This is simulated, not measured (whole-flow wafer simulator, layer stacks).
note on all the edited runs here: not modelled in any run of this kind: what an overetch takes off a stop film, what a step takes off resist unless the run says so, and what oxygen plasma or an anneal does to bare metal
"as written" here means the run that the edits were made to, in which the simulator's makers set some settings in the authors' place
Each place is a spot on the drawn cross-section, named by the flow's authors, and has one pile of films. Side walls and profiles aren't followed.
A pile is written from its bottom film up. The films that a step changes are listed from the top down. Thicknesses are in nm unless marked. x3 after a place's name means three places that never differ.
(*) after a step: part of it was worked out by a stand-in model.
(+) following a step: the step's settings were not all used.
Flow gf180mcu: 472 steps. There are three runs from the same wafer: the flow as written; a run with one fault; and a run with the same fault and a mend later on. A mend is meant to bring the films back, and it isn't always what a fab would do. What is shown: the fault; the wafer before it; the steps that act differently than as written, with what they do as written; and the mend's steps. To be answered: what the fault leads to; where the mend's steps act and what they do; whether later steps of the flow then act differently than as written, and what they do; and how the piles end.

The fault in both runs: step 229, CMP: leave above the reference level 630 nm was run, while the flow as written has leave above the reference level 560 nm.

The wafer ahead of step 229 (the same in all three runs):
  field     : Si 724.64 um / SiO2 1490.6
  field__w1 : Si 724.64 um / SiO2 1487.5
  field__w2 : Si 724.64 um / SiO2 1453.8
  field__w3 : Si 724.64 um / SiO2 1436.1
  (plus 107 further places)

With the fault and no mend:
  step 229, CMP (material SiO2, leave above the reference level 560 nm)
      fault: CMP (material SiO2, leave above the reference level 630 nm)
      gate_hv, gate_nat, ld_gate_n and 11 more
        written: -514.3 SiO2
        fault: -444.3 SiO2
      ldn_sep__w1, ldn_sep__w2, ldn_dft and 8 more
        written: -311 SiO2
        fault: -241 SiO2
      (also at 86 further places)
  Later steps of the flow acting differently than as written (not shown: 2 more steps that differ only slightly, by at most 2% or 0.5 nm, whichever is larger):
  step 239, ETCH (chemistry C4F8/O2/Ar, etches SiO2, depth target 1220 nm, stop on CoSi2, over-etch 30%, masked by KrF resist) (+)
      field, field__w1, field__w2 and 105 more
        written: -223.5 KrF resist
        fault: -241.7 KrF resist
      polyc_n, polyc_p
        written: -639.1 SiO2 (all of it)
        fault: -709.1 SiO2 (all of it)
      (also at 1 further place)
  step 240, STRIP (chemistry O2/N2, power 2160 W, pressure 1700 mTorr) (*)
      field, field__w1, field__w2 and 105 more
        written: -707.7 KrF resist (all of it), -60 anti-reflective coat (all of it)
        fault: -689.5 KrF resist (all of it), -60 anti-reflective coat (all of it)
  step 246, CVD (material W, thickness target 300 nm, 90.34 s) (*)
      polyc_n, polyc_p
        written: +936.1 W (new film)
        fault: +1006.1 W (new film)
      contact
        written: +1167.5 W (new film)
        fault: +1238.1 W (new film)
  By the end, the piles at field__w8, contact, m1 and 6 more depart from the flow's by more than 2% or 0.5 nm, whichever is larger.
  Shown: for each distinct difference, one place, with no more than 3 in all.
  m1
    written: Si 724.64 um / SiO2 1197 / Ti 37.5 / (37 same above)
    fault: Si 724.64 um / SiO2 1267 / Ti 37.5 / (37 same above)
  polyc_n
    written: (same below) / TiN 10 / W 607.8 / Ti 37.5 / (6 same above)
    fault: (same below) / TiN 10 / W 677.8 / Ti 37.5 / (6 same above)
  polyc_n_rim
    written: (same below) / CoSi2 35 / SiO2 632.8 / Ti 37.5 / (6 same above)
    fault: (same below) / CoSi2 35 / SiO2 702.8 / Ti 37.5 / (6 same above)

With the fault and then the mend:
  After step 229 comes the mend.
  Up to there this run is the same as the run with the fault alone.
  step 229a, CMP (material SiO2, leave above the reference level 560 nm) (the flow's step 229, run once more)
      field, field__w1, field__w2 and 108 more
        -70 SiO2
  None of the later steps of the flow acts differently than as written at any place that is followed.
  By the end, the piles equal the flow's at every place that both follow.
